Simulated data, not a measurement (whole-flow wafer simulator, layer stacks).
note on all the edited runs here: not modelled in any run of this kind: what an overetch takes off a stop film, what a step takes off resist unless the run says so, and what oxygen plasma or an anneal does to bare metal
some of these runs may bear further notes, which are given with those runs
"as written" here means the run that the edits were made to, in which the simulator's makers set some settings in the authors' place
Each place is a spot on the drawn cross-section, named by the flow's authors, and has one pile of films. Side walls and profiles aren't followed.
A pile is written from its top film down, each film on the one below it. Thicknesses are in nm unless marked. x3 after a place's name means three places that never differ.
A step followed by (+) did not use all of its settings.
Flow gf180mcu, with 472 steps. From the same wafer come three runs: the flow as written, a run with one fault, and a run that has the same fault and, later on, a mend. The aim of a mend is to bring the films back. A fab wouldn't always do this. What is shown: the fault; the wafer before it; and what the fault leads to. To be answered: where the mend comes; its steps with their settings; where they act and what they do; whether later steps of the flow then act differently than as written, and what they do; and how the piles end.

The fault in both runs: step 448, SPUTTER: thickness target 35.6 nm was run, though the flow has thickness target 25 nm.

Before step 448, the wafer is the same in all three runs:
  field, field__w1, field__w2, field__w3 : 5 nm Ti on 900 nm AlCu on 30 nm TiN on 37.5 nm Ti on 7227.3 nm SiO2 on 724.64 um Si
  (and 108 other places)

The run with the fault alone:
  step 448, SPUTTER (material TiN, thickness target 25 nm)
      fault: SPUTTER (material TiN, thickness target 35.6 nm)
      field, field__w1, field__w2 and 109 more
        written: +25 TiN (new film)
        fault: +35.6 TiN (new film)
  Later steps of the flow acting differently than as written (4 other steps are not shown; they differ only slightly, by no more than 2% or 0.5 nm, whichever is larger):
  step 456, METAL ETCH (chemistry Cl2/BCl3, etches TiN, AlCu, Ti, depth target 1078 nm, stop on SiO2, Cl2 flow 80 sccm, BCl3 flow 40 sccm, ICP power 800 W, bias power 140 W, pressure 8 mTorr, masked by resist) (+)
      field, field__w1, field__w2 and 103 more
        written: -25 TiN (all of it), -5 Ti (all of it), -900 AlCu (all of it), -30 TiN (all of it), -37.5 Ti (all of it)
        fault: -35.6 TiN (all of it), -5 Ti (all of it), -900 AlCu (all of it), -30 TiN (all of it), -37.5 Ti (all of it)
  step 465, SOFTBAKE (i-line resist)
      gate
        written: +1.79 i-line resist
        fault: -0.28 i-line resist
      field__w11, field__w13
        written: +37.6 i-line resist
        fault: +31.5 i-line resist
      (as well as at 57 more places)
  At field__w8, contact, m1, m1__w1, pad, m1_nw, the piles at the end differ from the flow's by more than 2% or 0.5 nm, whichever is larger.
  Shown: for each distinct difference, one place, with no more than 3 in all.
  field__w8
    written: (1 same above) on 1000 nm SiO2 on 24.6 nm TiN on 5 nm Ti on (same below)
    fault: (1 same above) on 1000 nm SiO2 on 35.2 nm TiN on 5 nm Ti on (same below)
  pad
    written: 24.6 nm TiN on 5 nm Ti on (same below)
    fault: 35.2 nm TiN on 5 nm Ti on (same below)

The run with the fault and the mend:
  After step 448 comes the mend.
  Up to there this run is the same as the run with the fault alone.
  step 448a, METAL ETCH (chemistry Cl2/BCl3, etches TiN, AlCu, Ti, depth target 10.6 nm, Cl2 flow 80 sccm, BCl3 flow 40 sccm, ICP power 800 W, bias power 140 W, pressure 8 mTorr) (a further turn of the flow's step 260, with different settings)
      field, field__w1, field__w2 and 109 more
        -10.6 TiN
  None of the later steps of the flow acts differently than as written at any place that is followed.
  By the end, the piles equal the flow's at every place that both follow.
